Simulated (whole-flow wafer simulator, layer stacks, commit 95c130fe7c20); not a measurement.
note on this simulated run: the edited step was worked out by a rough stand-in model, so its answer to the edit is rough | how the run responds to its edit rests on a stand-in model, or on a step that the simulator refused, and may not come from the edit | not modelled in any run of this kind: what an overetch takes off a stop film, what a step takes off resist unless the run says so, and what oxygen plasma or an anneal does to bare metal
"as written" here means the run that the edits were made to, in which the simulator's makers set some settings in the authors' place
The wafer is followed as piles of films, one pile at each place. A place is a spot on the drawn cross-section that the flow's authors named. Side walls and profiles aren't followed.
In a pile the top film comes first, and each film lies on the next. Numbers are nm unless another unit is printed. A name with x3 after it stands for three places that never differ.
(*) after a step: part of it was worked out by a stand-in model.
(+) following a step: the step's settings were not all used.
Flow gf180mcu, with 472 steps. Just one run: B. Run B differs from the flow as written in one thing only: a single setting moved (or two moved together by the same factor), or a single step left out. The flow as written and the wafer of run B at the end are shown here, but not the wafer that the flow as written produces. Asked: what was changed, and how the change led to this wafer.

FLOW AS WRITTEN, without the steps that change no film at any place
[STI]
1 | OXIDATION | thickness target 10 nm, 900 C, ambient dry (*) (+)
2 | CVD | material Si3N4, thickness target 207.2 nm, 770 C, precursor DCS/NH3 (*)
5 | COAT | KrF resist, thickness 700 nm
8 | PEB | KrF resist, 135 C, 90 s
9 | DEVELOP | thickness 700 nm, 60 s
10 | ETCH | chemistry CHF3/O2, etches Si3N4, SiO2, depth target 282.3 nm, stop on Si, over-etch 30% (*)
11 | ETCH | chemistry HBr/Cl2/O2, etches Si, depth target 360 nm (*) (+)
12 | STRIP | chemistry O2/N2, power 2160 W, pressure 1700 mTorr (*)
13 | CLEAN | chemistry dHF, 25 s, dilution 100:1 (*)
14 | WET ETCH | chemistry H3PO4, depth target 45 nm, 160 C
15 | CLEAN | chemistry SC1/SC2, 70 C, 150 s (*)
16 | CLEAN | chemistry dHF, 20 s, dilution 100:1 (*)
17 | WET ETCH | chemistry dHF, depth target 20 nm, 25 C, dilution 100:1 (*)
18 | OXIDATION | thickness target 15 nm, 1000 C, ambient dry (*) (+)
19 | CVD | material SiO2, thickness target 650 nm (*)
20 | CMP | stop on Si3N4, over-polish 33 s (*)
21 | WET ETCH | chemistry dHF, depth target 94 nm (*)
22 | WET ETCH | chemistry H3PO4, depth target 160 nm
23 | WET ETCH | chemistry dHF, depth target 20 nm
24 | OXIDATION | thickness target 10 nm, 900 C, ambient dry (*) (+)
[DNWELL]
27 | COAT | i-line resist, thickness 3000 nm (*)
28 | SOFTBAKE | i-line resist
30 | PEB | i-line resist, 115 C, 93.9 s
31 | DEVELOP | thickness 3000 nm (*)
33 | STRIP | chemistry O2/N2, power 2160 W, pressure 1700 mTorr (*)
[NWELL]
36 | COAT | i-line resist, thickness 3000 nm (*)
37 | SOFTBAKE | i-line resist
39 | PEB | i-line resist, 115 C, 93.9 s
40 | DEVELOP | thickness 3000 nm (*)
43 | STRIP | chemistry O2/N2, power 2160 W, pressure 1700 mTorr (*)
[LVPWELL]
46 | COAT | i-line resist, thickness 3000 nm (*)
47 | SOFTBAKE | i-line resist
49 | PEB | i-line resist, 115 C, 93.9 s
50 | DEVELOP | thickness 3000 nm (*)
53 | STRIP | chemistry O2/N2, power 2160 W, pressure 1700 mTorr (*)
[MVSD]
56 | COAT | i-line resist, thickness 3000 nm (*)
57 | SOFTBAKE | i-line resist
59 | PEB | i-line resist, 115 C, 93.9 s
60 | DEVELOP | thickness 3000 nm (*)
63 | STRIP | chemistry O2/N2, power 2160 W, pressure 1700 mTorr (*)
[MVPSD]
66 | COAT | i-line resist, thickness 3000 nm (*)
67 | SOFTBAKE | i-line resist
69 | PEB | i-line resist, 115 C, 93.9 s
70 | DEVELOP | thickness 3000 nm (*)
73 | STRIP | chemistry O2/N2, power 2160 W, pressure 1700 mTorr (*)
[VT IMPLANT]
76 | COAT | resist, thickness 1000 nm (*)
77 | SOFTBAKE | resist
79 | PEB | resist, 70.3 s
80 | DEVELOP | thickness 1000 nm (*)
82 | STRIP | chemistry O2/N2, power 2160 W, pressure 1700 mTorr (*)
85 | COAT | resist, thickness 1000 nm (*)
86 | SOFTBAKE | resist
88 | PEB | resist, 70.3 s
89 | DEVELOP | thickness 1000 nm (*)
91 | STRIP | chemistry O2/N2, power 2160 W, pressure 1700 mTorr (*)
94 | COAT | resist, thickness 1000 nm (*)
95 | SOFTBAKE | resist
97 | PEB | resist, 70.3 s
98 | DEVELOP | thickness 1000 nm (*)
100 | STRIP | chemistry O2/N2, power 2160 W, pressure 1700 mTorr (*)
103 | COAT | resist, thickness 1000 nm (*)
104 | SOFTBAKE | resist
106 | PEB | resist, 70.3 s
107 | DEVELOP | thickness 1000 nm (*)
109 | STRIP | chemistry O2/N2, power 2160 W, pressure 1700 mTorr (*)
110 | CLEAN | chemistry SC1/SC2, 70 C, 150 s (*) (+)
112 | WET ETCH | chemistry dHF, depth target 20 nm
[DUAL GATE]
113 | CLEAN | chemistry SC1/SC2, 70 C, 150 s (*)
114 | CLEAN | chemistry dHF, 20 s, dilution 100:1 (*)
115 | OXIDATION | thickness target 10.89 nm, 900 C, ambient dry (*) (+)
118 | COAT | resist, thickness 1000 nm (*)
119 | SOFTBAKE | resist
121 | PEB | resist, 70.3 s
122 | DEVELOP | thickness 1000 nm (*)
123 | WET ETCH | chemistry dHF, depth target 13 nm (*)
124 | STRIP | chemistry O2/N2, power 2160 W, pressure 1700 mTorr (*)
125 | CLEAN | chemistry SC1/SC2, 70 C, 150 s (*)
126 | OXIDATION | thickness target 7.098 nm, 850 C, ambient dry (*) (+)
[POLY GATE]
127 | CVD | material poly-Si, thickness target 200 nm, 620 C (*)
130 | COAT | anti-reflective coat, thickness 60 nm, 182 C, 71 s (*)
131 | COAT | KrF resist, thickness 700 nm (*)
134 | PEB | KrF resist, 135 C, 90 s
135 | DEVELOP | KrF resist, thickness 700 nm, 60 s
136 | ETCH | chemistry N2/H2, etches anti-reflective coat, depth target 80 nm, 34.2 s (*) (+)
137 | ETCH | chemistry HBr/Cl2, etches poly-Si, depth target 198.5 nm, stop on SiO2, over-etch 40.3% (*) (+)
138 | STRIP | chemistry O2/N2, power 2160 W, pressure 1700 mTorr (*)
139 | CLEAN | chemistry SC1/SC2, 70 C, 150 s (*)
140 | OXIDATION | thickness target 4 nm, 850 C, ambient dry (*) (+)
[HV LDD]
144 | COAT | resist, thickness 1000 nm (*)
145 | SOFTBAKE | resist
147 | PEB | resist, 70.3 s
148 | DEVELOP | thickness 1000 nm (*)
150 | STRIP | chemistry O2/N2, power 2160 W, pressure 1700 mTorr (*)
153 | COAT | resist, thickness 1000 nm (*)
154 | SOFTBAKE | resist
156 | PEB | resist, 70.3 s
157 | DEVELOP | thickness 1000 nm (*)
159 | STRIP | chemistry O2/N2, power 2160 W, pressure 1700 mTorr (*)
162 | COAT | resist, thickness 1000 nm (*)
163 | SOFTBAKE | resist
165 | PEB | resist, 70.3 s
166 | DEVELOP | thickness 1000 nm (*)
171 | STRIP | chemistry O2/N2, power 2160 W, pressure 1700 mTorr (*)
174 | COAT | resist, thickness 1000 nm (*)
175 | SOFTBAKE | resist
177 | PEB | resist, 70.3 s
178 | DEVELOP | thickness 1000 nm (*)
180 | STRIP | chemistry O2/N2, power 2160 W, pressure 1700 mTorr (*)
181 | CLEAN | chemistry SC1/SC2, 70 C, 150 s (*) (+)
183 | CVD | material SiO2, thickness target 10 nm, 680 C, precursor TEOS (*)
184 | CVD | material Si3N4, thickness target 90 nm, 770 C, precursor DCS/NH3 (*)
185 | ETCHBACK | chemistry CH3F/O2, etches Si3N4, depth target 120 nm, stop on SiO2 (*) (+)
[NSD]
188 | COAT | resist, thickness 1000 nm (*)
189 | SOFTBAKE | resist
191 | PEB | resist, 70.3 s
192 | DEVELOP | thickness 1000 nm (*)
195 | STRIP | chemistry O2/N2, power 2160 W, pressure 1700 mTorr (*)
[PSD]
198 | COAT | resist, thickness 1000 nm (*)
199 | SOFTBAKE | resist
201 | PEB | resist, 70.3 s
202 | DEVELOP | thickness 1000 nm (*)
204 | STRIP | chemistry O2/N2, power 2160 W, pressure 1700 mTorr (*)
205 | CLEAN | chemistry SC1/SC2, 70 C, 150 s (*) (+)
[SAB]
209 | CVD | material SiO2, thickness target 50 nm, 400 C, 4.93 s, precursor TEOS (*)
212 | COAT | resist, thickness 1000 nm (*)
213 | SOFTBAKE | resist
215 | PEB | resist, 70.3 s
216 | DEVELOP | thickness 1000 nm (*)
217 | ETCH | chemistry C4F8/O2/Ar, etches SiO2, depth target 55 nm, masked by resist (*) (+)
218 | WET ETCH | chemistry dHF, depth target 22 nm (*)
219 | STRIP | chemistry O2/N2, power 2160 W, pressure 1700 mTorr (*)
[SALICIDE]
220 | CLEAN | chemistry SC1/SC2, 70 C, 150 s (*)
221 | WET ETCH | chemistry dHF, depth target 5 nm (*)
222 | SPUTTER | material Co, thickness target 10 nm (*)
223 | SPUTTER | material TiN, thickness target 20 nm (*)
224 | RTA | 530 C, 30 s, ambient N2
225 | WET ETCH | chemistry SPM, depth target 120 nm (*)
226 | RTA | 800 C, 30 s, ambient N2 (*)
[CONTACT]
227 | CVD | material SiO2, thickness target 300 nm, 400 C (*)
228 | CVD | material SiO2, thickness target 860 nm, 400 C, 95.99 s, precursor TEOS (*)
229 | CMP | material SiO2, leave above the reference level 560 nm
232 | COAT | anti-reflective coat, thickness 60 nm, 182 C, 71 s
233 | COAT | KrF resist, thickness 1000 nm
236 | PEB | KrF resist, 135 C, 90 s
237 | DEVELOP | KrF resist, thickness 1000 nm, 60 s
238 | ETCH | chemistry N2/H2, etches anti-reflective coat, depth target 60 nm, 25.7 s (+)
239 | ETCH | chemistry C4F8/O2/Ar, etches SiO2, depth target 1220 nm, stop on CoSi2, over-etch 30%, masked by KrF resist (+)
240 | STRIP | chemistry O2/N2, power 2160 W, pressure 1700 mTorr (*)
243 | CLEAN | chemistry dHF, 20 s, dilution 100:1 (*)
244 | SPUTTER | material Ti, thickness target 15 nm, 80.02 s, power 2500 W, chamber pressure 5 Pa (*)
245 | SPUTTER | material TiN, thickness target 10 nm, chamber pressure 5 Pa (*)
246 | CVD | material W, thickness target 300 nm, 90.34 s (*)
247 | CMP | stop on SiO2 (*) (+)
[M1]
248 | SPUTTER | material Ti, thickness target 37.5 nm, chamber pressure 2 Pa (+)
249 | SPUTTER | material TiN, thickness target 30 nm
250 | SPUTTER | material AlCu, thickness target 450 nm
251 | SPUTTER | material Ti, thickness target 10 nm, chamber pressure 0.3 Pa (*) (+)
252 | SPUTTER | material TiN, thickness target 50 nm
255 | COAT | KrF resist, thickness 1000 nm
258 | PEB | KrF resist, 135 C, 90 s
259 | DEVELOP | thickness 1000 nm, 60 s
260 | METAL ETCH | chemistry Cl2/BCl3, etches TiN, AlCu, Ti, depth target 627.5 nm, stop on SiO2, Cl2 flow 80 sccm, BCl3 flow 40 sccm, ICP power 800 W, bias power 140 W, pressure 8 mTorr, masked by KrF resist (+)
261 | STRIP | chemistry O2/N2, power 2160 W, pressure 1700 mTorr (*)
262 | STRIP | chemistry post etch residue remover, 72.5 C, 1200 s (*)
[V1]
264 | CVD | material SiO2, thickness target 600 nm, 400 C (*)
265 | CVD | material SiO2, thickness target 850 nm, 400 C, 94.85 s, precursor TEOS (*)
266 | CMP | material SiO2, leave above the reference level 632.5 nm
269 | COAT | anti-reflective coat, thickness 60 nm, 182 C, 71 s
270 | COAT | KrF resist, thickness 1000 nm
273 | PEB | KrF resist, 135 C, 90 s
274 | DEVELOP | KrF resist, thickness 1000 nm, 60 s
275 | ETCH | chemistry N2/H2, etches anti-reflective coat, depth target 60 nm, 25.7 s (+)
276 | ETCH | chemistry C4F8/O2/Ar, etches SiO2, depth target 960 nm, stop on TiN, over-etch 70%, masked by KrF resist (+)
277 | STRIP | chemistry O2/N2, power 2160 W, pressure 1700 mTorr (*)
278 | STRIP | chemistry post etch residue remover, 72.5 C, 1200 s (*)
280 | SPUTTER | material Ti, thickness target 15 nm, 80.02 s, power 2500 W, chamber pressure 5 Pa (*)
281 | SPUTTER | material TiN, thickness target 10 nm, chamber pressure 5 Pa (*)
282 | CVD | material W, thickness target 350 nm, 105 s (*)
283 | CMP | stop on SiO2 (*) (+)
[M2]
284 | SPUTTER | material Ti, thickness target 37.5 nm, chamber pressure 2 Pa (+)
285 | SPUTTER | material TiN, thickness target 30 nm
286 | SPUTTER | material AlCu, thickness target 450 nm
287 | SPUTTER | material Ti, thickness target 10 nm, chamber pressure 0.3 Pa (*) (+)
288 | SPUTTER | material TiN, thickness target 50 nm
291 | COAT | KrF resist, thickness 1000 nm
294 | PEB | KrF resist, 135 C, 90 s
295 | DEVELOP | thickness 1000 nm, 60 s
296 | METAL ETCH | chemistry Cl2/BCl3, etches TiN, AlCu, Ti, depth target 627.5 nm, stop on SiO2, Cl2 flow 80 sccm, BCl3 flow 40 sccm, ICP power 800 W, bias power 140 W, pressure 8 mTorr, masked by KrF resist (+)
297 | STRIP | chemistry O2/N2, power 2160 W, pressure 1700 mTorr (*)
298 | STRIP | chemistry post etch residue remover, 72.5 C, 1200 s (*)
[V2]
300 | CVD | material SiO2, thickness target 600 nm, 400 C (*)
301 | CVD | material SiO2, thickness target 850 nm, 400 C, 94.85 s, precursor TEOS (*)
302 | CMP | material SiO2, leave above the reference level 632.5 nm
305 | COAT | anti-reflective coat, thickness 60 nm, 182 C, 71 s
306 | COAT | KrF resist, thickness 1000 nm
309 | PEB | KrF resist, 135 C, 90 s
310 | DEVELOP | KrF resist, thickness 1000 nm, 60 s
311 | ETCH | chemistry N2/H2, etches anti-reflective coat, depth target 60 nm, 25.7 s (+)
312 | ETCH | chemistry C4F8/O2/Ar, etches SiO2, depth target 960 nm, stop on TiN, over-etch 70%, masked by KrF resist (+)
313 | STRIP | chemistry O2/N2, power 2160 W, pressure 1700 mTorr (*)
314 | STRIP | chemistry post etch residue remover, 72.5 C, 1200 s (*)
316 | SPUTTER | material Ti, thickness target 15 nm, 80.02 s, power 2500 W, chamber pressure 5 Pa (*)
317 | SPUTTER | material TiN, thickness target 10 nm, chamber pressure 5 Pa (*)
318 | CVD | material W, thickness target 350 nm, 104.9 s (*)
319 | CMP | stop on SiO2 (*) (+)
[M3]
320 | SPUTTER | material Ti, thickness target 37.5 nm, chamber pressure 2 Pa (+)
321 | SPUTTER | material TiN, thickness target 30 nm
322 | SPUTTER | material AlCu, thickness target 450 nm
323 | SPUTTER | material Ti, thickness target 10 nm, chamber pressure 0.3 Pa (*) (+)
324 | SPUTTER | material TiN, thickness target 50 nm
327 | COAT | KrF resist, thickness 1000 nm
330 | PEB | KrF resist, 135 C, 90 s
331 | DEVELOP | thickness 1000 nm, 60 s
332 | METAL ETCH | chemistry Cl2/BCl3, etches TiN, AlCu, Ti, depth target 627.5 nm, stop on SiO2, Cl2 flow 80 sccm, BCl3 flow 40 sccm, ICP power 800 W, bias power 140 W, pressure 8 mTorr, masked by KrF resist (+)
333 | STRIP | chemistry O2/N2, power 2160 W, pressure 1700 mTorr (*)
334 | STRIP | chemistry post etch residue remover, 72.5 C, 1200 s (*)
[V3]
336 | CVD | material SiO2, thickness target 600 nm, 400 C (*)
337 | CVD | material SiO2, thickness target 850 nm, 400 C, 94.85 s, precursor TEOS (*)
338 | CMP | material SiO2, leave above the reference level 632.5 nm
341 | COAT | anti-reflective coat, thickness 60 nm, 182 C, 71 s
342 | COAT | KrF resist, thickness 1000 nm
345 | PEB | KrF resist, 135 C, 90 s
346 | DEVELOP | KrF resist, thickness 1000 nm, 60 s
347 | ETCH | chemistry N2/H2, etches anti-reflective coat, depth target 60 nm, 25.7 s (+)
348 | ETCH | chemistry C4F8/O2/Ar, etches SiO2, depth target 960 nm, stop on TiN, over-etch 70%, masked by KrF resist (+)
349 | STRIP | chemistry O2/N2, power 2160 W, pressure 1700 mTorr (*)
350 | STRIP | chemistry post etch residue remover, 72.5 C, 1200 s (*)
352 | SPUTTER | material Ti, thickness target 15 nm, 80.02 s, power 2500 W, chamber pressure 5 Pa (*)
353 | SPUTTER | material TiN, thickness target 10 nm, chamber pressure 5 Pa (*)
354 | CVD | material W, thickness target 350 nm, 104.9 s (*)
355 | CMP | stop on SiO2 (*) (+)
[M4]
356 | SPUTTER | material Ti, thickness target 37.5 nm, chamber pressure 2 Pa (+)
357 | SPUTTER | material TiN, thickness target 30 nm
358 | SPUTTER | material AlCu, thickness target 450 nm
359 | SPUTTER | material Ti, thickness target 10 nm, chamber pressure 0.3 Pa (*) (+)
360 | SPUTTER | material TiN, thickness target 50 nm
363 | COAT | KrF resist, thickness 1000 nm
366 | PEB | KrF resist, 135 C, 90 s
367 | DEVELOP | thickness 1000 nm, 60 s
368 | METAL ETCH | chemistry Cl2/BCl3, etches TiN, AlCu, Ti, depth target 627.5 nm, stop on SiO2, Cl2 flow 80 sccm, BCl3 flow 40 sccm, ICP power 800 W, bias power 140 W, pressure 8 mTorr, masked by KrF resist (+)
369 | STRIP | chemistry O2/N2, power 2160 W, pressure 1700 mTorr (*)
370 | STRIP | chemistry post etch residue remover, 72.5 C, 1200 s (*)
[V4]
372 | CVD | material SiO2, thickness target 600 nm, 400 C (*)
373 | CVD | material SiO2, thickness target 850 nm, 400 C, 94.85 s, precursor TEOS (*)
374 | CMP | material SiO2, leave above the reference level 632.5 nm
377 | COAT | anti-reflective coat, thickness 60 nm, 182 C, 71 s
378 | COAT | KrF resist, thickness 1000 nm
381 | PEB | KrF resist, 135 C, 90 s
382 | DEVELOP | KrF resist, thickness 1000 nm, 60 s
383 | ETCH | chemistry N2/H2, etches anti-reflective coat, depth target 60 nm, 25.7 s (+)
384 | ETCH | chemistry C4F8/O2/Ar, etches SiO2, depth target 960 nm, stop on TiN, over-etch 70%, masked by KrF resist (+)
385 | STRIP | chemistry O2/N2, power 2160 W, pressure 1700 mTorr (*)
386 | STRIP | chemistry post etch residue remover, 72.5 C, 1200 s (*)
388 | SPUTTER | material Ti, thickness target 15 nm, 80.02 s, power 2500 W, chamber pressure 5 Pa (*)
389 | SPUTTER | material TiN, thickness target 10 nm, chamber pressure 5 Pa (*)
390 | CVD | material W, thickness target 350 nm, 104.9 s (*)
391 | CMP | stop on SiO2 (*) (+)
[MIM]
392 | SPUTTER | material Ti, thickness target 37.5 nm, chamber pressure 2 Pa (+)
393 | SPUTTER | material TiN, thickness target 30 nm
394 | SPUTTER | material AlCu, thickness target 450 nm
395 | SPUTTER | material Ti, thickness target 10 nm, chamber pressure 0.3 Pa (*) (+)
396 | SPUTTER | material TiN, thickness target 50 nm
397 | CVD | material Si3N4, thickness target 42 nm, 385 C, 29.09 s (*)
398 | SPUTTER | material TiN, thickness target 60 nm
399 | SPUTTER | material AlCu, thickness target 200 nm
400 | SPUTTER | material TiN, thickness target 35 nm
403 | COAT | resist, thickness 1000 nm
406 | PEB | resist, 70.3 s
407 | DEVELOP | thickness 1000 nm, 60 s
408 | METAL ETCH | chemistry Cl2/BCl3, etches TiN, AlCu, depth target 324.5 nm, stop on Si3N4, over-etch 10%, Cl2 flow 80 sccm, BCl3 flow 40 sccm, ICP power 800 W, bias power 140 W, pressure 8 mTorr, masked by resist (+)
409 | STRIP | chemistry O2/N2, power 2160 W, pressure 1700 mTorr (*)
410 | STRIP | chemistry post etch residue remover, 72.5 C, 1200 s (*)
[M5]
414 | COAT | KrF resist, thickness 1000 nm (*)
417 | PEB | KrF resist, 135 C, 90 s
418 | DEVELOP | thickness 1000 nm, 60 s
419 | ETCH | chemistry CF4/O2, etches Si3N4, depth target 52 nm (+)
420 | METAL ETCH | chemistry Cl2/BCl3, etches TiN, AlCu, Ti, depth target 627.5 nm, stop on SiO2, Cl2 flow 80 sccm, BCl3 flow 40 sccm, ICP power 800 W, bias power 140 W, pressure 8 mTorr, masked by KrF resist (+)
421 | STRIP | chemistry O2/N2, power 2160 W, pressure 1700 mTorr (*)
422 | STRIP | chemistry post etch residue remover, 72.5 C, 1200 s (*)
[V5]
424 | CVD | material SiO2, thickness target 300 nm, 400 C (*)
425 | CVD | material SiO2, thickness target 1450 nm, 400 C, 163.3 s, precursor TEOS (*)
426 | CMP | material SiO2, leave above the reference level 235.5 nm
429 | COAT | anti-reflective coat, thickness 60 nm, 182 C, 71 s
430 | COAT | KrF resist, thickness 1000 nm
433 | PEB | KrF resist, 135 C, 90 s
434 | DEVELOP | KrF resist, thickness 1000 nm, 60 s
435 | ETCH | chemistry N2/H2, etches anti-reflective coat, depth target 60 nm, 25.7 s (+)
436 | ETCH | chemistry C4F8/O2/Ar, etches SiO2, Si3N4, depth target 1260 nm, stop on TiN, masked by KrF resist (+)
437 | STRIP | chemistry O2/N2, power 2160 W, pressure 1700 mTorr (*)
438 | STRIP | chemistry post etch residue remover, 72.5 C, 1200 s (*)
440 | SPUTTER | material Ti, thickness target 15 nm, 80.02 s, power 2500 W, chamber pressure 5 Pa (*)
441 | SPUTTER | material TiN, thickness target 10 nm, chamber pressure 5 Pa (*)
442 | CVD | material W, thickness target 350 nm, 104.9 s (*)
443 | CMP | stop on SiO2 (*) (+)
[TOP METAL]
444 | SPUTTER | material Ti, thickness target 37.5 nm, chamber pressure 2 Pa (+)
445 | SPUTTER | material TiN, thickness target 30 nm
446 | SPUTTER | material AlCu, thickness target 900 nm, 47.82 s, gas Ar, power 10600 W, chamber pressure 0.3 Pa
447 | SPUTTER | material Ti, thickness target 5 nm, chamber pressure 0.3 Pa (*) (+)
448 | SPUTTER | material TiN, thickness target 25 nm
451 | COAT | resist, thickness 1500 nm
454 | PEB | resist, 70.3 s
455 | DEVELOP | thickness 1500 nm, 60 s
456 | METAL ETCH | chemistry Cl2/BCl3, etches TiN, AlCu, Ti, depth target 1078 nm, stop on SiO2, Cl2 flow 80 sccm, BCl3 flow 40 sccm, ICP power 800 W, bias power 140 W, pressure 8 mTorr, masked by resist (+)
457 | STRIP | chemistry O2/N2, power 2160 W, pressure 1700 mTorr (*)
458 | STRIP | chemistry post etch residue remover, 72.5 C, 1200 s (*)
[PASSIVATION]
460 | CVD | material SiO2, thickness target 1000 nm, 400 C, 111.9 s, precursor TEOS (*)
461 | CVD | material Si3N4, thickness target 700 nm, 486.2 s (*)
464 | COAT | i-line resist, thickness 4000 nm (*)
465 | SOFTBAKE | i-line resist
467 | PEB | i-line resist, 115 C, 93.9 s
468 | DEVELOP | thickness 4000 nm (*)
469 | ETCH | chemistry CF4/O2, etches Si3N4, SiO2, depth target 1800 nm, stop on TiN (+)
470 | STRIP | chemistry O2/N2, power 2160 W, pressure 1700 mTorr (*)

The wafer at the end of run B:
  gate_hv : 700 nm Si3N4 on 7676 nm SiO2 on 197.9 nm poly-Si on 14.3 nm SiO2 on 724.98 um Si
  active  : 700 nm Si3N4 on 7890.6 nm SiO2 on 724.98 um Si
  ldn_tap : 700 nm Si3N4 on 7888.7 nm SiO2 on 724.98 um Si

The reason: step 184, CVD: thickness target 123 nm was run, whereas the flow has thickness target 90 nm.

Step by step, how the change led to this:
  184 | CVD | material Si3N4, thickness target 90 nm, 770 C, precursor DCS/NH3 (*)
      field, field__w1, field__w2 and 101 more: Si3N4 gains 123 (new film) (in the flow as written it would be: Si3N4 gains 90 (new film))
  185 | ETCHBACK | chemistry CH3F/O2, etches Si3N4, depth target 120 nm, stop on SiO2 (*) (+)
      field, field__w1, field__w2 and 100 more: Si3N4 loses 120 (in the flow as written it would be: Si3N4 loses 90 (all of it), SiO2 loses 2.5)
  188 | COAT | resist, thickness 1000 nm (*)
      spacer: resist gains 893 (new film) (in the flow as written it would be: resist gains 920.2 (new film))
  189 | SOFTBAKE | resist
      field__w9: resist loses 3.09 (in the flow as written it would be: resist gains 6.92)
      field__w6: resist gains 8.07 (in the flow as written it would be: resist gains 7.53)
      (also at 12 further places)
  192 | DEVELOP | thickness 1000 nm (*)
      spacer: resist loses 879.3 (all of it) (in the flow as written it would be: resist loses 905.9 (all of it))
  198 | COAT | resist, thickness 1000 nm (*)
      spacer: resist gains 893 (new film) (in the flow as written it would be: resist gains 920.2 (new film))
  199 | SOFTBAKE | resist
      field__w9: resist loses 3.09 (in the flow as written it would be: resist gains 6.92)
      field__w6: resist gains 8.07 (in the flow as written it would be: resist gains 7.53)
      (also at 12 further places)
  204 | STRIP | chemistry O2/N2, power 2160 W, pressure 1700 mTorr (*)
      spacer: resist loses 879.2 (all of it) (in the flow as written it would be: resist loses 905.9 (all of it))
  205 | CLEAN | chemistry SC1/SC2, 70 C, 150 s (*) (+)
      field, field__w1, field__w2 and 105 more: Si3N4 loses 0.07 (in the flow as written it would be: SiO2 loses 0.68)
  209 | CVD | material SiO2, thickness target 50 nm, 400 C, 4.93 s, precursor TEOS (*)
      field, field__w7, field__w8 and 73 more: SiO2 gains 50 (new film) (in the flow as written it would be: SiO2 gains 50)
      field_sub__w1, field_sub__w3, field_sub__w4, field_sub__w5, ld_drift_n: SiO2 gains 48.8 (new film) (in the flow as written it would be: SiO2 gains 48.9)
      (also at 27 further places)
  212 | COAT | resist, thickness 1000 nm (*)
      spacer: resist gains 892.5 (new film) (in the flow as written it would be: resist gains 919.4 (new film))
  213 | SOFTBAKE | resist
      npoly_sal: resist gains 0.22 (in the flow as written it would be: resist loses 0.55)
      field__w5: resist gains 8.4 (in the flow as written it would be: resist gains 7.65)
      (also at 8 further places)
  216 | DEVELOP | thickness 1000 nm (*)
      spacer: resist loses 878.7 (all of it) (in the flow as written it would be: resist loses 905.1 (all of it))
  217 | ETCH | chemistry C4F8/O2/Ar, etches SiO2, depth target 55 nm, masked by resist (*) (+)
      field, field__w7, field__w8 and 70 more: SiO2 loses 50 (all of it), Si3N4 loses 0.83 (in the flow as written it would be: SiO2 loses 55)
      field_sub, field_sub__w2, ld_drn_n, ld_sd_p: SiO2 loses 48.7 (all of it), Si3N4 loses 1.05 (in the flow as written it would be: SiO2 loses 55)
      (also at 22 further places)
  218 | WET ETCH | chemistry dHF, depth target 22 nm (*)
      gate, gate_hv, gate_p and 22 more: Si3N4 loses 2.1 (all of it), SiO2 loses 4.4 (in the flow as written it would be: SiO2 loses 5.48 (all of it))
      field__w7, field__w8, field__w11 and 14 more: Si3N4 loses 2.1 (all of it), SiO2 loses 4.4 (in the flow as written it would be: SiO2 loses 24.6)
      (also at 57 further places)
  219 | STRIP | chemistry O2/N2, power 2160 W, pressure 1700 mTorr (*)
      gate, gate_hv, gate_p and 23 more: nothing (in the flow as written it would be: chemical SiO2 gains 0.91 (new film), poly-Si loses 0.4)
      active, p_well, sd_n and 20 more: nothing (in the flow as written it would be: chemical SiO2 gains 0.91 (new film), Si loses 0.4)
  ... 13 other steps ...
  471 | ANNEAL | 400 C, 1800 s, ambient N2/H2
      polyc_n, polyc_p: under 9 films: void gains 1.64 (new film), Ti loses 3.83, TiSi first gains 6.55 (new film), poly-Si loses 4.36 (in the flow as written it would be: nothing)
      contact: under 49 films: void gains 1.62 (new film), Ti loses 3.83, TiSi first gains 6.55 (new film), Si loses 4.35 (in the flow as written it would be: nothing)
Taking metal films that touch as one body, gate_hv has 0 bodies; the flow as written gives 1 body.
Taking metal films that touch as one body, active has 0 bodies; the flow as written gives 1 body.
Taking metal films that touch as one body, ldn_tap has 0 bodies; the flow as written gives 1 body.
